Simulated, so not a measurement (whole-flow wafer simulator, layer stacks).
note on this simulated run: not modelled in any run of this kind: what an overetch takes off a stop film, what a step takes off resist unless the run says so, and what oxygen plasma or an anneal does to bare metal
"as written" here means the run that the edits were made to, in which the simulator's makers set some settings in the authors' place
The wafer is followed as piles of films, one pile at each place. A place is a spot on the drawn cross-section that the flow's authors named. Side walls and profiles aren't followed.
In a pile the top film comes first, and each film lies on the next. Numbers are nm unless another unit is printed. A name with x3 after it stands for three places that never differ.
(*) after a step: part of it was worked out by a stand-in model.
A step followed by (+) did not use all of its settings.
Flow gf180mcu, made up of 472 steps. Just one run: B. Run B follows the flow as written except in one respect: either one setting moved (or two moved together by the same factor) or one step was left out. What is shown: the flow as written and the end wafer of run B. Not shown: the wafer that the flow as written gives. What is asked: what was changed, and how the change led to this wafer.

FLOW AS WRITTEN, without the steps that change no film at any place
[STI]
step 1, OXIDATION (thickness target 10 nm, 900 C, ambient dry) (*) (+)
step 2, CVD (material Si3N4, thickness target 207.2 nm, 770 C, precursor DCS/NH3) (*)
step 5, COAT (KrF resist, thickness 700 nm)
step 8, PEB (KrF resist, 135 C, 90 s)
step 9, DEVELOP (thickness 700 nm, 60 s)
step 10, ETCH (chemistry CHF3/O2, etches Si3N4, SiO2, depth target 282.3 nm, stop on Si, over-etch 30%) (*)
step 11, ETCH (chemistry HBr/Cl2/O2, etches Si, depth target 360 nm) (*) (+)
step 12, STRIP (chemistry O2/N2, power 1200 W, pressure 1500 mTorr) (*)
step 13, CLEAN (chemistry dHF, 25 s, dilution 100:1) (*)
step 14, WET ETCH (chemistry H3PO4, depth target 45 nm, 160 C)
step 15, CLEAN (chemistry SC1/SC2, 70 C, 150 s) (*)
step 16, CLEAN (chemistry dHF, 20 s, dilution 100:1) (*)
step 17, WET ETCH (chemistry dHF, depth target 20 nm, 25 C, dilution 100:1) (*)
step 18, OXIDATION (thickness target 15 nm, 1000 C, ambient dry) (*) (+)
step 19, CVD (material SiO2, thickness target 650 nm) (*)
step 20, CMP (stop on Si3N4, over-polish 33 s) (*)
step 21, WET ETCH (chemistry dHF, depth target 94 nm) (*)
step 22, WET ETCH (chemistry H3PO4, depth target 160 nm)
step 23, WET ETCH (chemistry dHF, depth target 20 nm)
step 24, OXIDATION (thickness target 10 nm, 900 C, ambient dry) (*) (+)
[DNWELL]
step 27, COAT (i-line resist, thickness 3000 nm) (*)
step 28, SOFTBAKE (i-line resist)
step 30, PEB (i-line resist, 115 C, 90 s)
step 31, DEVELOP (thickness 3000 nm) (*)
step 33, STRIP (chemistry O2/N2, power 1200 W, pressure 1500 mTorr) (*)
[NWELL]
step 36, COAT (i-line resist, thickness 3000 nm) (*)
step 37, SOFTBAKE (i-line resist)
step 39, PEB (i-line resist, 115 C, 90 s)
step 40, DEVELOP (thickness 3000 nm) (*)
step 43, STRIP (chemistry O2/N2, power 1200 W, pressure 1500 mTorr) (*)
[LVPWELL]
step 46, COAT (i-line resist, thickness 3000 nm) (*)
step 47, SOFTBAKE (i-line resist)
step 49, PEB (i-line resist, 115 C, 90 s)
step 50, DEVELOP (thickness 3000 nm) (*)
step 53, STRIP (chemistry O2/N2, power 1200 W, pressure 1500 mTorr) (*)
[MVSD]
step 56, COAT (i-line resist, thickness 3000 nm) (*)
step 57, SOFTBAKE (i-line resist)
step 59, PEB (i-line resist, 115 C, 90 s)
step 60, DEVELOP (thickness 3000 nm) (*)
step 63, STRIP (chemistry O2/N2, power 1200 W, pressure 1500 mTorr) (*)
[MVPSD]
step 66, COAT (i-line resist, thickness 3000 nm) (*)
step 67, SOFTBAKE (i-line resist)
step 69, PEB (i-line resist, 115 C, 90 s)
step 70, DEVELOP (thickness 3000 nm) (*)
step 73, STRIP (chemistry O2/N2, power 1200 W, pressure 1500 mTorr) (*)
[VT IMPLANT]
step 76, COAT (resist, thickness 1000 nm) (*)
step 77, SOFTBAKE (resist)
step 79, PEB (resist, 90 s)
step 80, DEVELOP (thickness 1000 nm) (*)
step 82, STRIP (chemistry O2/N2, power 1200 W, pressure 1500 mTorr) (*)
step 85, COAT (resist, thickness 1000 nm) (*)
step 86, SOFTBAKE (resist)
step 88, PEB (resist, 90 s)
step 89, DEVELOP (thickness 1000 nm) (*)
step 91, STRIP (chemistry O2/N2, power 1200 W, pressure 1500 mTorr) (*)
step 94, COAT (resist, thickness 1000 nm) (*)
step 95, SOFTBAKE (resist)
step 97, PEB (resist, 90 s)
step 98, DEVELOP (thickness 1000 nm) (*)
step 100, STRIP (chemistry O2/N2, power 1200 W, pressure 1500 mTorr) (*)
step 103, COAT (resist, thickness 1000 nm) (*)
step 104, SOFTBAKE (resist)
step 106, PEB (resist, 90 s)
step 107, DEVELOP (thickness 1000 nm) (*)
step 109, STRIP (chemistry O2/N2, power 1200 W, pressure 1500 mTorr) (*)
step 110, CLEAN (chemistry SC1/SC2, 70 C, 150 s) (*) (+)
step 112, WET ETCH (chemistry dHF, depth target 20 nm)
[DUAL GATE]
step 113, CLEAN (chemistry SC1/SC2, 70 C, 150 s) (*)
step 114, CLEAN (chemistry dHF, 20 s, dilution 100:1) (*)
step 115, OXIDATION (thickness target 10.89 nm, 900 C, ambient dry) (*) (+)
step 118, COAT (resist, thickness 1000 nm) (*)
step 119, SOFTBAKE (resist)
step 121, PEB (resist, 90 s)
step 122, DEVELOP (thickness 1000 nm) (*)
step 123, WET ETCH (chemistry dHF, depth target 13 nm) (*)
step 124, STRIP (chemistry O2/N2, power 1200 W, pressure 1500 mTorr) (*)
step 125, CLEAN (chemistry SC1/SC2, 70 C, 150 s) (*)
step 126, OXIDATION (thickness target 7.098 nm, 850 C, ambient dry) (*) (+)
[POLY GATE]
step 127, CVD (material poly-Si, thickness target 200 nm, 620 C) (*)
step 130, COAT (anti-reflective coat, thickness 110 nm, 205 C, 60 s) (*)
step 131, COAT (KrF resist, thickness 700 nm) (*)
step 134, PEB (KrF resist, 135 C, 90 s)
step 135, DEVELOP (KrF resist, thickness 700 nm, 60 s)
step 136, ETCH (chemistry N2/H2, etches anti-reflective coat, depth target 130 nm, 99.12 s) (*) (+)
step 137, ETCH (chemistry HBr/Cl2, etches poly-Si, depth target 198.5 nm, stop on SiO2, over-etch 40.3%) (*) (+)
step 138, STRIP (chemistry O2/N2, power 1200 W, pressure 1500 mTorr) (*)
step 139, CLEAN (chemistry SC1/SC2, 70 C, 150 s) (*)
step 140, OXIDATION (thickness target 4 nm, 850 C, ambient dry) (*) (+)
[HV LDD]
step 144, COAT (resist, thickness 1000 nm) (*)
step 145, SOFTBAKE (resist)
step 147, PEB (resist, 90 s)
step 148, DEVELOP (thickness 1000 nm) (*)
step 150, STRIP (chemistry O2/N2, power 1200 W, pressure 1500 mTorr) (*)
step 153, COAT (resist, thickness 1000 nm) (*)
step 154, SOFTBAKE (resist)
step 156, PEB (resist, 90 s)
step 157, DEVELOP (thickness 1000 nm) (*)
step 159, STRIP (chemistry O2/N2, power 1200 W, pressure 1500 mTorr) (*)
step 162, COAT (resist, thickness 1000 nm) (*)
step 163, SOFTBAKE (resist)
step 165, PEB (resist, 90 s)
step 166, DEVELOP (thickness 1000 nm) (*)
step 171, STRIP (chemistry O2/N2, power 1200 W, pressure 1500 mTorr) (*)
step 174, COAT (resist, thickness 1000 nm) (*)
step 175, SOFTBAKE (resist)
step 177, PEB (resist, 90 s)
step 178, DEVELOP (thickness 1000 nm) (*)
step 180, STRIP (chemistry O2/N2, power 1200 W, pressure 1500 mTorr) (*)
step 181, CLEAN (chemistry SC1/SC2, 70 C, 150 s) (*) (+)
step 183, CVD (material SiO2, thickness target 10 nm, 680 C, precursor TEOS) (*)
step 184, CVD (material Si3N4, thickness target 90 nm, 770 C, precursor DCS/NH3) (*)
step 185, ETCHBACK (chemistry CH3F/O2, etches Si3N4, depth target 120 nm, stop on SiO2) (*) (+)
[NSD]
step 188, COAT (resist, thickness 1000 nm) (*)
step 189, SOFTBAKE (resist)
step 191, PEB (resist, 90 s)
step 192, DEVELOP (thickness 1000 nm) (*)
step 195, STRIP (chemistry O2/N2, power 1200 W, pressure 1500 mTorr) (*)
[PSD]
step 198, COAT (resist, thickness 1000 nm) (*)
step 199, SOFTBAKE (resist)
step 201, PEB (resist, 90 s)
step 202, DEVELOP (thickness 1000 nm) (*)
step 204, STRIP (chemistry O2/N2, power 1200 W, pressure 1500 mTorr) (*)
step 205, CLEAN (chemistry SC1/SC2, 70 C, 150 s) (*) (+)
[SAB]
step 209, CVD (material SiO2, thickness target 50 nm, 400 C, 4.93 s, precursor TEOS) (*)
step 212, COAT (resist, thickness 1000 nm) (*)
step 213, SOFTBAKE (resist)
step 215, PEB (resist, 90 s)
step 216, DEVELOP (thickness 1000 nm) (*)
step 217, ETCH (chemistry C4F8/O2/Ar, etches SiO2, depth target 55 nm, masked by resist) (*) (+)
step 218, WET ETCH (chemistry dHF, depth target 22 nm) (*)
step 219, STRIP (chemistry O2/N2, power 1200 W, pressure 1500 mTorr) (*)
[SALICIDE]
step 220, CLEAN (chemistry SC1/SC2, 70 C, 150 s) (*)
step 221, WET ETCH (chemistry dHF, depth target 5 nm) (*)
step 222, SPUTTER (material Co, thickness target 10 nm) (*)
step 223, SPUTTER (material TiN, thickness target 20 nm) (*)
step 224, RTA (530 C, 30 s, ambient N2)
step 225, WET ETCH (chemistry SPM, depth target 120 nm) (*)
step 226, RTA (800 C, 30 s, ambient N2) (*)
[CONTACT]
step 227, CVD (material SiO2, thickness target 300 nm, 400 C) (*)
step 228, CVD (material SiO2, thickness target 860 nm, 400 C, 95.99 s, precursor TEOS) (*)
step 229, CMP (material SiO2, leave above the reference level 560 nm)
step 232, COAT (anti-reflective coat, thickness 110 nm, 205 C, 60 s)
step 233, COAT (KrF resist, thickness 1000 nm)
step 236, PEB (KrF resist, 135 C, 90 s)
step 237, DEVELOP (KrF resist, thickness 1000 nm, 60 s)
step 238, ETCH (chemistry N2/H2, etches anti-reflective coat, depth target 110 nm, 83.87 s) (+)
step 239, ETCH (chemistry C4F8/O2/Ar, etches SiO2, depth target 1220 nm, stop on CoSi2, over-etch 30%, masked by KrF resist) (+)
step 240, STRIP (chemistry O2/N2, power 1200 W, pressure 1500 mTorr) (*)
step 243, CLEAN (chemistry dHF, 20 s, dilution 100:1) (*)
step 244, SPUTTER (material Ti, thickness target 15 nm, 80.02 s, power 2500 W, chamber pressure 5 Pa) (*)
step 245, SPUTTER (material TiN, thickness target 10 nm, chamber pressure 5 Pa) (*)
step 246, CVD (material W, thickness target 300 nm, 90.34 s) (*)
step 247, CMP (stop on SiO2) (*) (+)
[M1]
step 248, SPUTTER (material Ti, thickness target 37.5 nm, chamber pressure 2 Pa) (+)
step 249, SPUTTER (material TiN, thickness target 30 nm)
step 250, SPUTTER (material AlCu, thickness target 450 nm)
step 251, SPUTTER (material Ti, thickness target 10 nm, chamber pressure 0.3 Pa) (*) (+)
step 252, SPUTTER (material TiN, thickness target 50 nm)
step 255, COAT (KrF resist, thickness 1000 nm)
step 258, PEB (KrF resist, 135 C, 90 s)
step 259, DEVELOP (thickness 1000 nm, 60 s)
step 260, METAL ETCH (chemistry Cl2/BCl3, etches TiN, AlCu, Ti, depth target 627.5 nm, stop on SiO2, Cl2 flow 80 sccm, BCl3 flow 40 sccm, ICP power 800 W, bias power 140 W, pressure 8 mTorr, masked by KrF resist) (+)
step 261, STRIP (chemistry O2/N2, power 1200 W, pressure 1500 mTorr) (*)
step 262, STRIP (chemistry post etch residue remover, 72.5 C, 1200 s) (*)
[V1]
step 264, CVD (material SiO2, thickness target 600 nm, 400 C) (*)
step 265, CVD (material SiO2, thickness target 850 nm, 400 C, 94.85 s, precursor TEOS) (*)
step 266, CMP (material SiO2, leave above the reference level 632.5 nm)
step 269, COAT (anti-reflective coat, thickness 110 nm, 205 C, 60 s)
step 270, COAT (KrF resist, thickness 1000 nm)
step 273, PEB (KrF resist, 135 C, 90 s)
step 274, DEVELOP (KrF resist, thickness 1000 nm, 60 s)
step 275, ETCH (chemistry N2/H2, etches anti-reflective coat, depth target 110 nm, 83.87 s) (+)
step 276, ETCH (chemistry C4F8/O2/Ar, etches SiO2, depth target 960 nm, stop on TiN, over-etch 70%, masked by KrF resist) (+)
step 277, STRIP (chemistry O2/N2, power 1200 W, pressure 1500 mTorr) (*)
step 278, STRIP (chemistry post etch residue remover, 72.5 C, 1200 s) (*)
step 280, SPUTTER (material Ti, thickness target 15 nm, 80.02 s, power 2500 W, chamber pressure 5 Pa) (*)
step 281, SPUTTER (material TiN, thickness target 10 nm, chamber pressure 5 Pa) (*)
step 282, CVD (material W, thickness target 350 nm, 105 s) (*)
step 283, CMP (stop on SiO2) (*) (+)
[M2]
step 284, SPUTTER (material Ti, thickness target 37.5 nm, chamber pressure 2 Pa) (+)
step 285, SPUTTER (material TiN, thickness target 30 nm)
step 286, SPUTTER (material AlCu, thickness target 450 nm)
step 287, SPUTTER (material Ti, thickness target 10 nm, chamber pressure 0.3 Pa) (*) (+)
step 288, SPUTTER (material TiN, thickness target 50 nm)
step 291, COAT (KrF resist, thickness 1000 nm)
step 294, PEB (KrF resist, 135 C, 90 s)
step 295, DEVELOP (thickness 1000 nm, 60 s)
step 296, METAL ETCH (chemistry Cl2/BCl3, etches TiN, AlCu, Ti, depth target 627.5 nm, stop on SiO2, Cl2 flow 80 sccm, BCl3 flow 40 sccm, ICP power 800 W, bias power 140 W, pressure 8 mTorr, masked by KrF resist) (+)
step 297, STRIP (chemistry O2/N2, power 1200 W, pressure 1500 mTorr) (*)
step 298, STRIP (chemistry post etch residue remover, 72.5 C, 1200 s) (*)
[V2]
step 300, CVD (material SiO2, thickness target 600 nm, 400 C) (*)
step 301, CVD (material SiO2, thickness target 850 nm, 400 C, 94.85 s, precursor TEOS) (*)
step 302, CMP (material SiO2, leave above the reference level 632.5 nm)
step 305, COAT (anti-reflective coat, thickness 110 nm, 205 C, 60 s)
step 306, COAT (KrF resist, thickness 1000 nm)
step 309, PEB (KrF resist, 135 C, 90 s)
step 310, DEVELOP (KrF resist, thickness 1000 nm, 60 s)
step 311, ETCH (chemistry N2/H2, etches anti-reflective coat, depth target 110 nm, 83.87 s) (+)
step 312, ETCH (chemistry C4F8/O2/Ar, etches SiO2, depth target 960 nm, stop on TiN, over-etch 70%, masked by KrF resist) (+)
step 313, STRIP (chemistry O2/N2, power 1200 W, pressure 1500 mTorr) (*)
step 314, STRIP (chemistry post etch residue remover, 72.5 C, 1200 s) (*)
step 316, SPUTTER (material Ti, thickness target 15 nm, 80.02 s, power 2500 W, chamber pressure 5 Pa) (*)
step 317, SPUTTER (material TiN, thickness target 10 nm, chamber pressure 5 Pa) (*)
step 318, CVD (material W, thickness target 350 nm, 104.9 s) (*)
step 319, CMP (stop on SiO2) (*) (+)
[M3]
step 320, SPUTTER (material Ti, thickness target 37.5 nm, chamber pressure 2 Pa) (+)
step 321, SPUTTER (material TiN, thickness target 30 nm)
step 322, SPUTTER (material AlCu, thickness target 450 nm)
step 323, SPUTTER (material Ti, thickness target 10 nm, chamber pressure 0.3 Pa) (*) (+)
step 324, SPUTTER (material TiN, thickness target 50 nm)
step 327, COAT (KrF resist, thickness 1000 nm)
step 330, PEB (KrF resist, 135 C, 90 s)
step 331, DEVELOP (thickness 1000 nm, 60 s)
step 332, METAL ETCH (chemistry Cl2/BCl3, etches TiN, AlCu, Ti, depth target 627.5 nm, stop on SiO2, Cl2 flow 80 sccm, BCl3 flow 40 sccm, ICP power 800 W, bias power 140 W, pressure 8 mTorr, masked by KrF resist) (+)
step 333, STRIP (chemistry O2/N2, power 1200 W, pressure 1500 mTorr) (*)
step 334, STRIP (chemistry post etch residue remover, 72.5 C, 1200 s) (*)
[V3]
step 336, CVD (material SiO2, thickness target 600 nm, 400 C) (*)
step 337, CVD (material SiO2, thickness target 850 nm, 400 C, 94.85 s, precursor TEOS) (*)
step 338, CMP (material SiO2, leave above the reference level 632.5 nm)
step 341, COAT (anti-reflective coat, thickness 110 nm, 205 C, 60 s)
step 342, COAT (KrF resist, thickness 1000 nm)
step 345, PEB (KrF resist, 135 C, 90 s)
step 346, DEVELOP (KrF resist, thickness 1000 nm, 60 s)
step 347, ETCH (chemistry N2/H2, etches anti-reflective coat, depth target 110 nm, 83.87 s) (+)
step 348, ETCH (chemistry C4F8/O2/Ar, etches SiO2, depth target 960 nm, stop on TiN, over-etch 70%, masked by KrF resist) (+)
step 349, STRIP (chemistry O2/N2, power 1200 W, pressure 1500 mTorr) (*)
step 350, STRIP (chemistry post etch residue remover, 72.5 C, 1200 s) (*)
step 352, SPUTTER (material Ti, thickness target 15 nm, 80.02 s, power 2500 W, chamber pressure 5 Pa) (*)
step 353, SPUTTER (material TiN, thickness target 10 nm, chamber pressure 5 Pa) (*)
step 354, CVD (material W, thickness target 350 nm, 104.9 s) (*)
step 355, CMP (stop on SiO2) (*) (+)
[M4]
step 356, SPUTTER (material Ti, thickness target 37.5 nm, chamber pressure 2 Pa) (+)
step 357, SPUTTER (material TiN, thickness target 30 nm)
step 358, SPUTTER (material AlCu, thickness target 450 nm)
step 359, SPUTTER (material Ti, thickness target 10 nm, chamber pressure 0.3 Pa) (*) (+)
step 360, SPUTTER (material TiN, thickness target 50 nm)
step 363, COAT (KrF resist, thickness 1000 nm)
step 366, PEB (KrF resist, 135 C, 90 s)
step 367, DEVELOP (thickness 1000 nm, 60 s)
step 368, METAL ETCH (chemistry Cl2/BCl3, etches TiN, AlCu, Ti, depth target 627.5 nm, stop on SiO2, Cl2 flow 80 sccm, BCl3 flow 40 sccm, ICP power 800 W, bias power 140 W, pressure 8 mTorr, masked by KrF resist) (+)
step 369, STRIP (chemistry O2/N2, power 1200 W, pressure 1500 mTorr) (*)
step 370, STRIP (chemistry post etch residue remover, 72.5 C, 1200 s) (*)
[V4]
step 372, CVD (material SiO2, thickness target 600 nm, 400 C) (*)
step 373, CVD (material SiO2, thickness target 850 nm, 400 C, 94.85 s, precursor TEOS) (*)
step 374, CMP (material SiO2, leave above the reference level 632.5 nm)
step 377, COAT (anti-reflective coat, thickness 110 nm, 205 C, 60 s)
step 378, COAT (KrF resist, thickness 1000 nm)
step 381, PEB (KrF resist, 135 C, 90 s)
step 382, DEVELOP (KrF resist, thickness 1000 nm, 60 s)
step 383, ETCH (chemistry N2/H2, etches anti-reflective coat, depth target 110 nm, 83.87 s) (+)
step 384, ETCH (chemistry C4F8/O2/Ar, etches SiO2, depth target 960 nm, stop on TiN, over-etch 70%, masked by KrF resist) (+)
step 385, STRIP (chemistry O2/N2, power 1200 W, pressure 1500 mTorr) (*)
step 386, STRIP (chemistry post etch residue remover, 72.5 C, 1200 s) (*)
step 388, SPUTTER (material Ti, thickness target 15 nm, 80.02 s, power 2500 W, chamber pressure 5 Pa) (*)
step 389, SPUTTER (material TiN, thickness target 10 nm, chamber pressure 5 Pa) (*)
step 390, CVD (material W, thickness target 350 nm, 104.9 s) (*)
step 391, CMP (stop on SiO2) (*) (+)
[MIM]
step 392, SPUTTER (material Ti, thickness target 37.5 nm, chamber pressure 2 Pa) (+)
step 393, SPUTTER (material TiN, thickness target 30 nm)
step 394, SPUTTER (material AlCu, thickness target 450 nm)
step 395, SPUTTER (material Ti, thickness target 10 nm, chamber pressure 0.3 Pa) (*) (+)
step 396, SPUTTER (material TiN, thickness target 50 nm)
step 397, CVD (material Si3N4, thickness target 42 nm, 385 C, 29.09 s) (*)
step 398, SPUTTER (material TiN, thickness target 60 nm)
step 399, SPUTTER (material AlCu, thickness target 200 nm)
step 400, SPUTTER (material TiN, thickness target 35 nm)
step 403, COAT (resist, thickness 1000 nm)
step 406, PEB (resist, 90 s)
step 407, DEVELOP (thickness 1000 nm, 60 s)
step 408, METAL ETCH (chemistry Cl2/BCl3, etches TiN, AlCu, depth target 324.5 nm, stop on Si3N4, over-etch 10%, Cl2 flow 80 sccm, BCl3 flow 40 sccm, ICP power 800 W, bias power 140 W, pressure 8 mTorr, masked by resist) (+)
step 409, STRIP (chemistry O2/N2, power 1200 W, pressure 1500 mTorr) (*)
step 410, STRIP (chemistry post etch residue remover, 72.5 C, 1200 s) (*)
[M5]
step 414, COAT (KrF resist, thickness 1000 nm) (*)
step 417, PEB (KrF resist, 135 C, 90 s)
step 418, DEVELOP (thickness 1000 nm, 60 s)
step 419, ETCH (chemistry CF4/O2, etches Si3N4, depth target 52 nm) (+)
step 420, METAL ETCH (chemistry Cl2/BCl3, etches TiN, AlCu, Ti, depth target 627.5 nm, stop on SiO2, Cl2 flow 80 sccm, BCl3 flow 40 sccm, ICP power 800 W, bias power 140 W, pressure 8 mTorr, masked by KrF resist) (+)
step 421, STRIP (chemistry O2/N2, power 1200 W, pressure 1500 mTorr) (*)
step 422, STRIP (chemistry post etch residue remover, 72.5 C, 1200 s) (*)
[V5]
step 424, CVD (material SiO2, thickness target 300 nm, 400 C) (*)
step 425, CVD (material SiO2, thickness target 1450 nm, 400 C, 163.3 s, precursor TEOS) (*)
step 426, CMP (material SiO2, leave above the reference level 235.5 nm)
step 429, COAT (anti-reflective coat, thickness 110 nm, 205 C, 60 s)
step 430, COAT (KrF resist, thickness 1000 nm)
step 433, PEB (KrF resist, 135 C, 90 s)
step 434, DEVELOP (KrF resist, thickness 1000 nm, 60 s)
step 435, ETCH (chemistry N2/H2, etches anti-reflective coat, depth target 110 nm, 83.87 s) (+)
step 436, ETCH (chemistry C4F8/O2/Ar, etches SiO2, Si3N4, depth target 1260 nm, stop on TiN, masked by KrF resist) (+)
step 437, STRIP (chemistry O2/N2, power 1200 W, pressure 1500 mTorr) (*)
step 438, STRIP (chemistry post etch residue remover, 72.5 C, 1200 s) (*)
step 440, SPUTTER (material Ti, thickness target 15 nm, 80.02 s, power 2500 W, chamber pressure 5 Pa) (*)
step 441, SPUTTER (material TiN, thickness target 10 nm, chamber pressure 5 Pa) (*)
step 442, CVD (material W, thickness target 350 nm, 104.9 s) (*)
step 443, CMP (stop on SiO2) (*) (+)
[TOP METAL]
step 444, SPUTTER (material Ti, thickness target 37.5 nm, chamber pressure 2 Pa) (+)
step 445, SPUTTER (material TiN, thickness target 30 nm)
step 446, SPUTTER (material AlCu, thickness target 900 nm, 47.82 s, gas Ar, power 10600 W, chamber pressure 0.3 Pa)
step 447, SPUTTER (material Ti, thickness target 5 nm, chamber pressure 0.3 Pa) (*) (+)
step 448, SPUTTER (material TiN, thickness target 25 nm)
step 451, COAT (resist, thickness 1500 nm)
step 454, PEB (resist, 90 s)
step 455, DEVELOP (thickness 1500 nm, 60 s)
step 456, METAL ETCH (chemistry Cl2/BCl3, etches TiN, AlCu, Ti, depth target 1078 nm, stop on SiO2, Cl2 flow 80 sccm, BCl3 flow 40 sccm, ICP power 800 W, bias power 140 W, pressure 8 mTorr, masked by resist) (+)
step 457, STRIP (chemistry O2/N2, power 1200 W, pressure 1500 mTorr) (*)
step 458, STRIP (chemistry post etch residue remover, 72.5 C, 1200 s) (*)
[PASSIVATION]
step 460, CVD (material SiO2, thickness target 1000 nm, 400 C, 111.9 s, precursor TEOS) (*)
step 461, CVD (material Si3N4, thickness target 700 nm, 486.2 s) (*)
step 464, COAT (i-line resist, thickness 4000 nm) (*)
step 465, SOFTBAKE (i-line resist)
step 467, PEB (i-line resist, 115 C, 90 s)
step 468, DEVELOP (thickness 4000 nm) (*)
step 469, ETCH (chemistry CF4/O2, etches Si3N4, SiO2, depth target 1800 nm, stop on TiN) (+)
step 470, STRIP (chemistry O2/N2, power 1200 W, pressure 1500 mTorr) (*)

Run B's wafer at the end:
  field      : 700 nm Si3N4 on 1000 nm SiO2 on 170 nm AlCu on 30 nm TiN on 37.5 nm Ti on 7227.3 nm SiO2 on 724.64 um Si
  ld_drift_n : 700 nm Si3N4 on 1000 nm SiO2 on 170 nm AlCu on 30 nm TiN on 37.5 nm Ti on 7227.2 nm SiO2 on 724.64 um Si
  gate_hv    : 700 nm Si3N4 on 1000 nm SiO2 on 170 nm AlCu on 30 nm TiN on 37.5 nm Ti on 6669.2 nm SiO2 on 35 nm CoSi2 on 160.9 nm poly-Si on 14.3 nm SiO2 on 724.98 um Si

The reason: step 456, METAL ETCH: depth target 754.3 nm was run, whereas the flow has depth target 1078 nm.

The path from the change to this, step by step:
  step 456, METAL ETCH (chemistry Cl2/BCl3, etches TiN, AlCu, Ti, depth target 1078 nm, stop on SiO2, Cl2 flow 80 sccm, BCl3 flow 40 sccm, ICP power 800 W, bias power 140 W, pressure 8 mTorr, masked by resist) (+)
      field, field__w1, field__w2 and 103 more: -25 TiN (all of it), -5 Ti (all of it), -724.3 AlCu (as written it would have been: -25 TiN (all of it), -5 Ti (all of it), -900 AlCu (all of it), -30 TiN (all of it), -37.5 Ti (all of it))
      field__w8, contact, m1, m1__w1, pad, m1_nw: -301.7 resist (as written it would have been: -431 resist)
  step 457, STRIP (chemistry O2/N2, power 1200 W, pressure 1500 mTorr) (*)
      field__w8, contact, m1, m1__w1, pad, m1_nw: -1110 resist (all of it) (as written it would have been: -980.8 resist (all of it))
  step 458, STRIP (chemistry post etch residue remover, 72.5 C, 1200 s) (*)
      field, field__w1, field__w2 and 103 more: -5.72 AlCu (as written it would have been: nothing)
  step 460, CVD (material SiO2, thickness target 1000 nm, 400 C, 111.9 s, precursor TEOS) (*)
      field, field__w1, field__w2 and 103 more: +1000 SiO2 (new film) (as written it would have been: +1000 SiO2)
  step 464, COAT (i-line resist, thickness 4000 nm) (*)
      field__w8: +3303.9 i-line resist (new film) (as written it would have been: +3093.1 i-line resist (new film))
      contact: +3342.9 i-line resist (new film) (as written it would have been: +3153.6 i-line resist (new film))
      (and at 4 other places as well)
  step 465, SOFTBAKE (i-line resist)
      field__w11, field__w13: +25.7 i-line resist (as written it would have been: +37.9 i-line resist)
      sd_p_hv, nw_enc_fld__w1: +25.2 i-line resist (as written it would have been: +36.6 i-line resist)
      (and at 65 other places as well)
  step 467, PEB (i-line resist, 115 C, 90 s)
      field__w8, m1__w1: -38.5 i-line resist (as written it would have been: -34.7 i-line resist)
      contact, m1: -38.7 i-line resist (as written it would have been: -35.1 i-line resist)
      (and at 2 other places as well)
  step 468, DEVELOP (thickness 4000 nm) (*)
      pad: -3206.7 i-line resist (all of it) (as written it would have been: -2974.8 i-line resist (all of it))
  step 470, STRIP (chemistry O2/N2, power 1200 W, pressure 1500 mTorr) (*)
      field__w8, m1__w1: -2016.6 i-line resist (all of it) (as written it would have been: -1787.7 i-line resist (all of it))
      contact: -2032.1 i-line resist (all of it) (as written it would have been: -1811.2 i-line resist (all of it))
      (and at 2 other places as well)
If metal films that touch count as one body, field has 1 body; the flow as written gives 0 bodies.
If metal films that touch count as one body, ld_drift_n has 1 body; the flow as written gives 0 bodies.
If metal films that touch count as one body, gate_hv has 2 bodies (between them, from the top down: SiO2 6669.2); the flow as written gives 1 body.
